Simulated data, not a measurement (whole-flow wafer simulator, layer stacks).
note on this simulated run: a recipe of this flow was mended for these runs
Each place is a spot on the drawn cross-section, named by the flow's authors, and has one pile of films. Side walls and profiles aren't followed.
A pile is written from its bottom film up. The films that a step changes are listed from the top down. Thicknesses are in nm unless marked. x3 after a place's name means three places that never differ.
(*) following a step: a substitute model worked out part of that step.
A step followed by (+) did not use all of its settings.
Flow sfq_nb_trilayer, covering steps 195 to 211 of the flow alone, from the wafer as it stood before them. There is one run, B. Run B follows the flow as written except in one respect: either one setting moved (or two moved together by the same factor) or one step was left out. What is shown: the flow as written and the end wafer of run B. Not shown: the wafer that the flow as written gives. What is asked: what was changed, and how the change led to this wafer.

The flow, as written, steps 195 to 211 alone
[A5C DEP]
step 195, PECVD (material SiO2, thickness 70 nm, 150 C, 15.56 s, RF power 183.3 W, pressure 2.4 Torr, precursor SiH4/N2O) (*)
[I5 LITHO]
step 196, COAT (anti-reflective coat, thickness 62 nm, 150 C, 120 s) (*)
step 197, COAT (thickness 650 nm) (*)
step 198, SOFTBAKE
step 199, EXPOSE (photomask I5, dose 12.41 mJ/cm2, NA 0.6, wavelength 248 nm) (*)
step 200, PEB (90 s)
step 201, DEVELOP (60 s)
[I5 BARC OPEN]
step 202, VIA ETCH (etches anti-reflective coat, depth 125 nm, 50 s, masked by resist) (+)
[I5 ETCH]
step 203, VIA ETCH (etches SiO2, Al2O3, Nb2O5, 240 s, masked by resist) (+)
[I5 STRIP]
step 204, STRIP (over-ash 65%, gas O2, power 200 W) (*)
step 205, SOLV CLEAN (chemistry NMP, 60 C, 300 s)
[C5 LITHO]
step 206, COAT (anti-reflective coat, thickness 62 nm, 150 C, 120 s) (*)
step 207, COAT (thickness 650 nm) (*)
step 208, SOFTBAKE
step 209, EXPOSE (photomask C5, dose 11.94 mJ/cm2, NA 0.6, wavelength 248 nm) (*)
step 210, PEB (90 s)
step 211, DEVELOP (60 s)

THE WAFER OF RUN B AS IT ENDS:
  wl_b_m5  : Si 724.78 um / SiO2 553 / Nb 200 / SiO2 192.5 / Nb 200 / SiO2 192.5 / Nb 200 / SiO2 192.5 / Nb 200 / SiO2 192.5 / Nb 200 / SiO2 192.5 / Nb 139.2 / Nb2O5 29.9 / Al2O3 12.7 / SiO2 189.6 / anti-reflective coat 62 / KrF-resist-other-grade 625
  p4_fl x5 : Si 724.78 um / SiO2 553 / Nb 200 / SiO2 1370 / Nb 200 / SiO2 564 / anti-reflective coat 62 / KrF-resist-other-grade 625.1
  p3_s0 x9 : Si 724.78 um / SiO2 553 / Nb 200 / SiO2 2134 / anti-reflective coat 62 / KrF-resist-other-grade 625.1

What caused this: step 195, PECVD: thickness 44.8 nm was run, though the flow has thickness 70 nm; step 195, PECVD: 9.956 s was run, where the flow has 15.56 s.

The path from the change to this, step by step:
  step 195, PECVD (material SiO2, thickness 70 nm, 150 C, 15.56 s, RF power 183.3 W, pressure 2.4 Torr, precursor SiH4/N2O) (*)
      field_l, v_sur, via_wl and 92 more: +44.8 SiO2 (it would be, as written: +70 SiO2)
      ce_l, c5j, ce_r and 8 more: +44.8 SiO2 (new film) (it would be, as written: +70 SiO2 (new film))
  step 196, COAT (anti-reflective coat, thickness 62 nm, 150 C, 120 s) (*)
      r5r_line_l, r5r_line_c, r5r_line_r: +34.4 anti-reflective coat (new film) (it would be, as written: +35.5 anti-reflective coat (new film))
  step 203, VIA ETCH (etches SiO2, Al2O3, Nb2O5, 240 s, masked by resist) (+)
      be: -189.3 SiO2 (all of it), -12.7 Al2O3 (all of it), -29.9 Nb2O5 (all of it), -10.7 Nb (it would be, as written: -214.5 SiO2 (all of it), -12.7 Al2O3 (all of it), -29.9 Nb2O5 (all of it), -8.57 Nb)
  step 204, STRIP (over-ash 65%, gas O2, power 200 W) (*)
      r5r_line_l, r5r_line_c, r5r_line_r: -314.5 KrF-resist-other-grade (all of it), -34.4 anti-reflective coat (all of it) (it would be, as written: -314.5 KrF-resist-other-grade (all of it), -35.5 anti-reflective coat (all of it))
  step 206, COAT (anti-reflective coat, thickness 62 nm, 150 C, 120 s) (*)
      r5r_line_l, r5r_line_c, r5r_line_r: +34.4 anti-reflective coat (new film) (it would be, as written: +35.5 anti-reflective coat (new film))
      be: +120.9 anti-reflective coat (new film) (it would be, as written: +124.3 anti-reflective coat (new film))
  step 207, COAT (thickness 650 nm) (*)
      be: +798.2 KrF-resist-other-grade (new film) (it would be, as written: +815 KrF-resist-other-grade (new film))
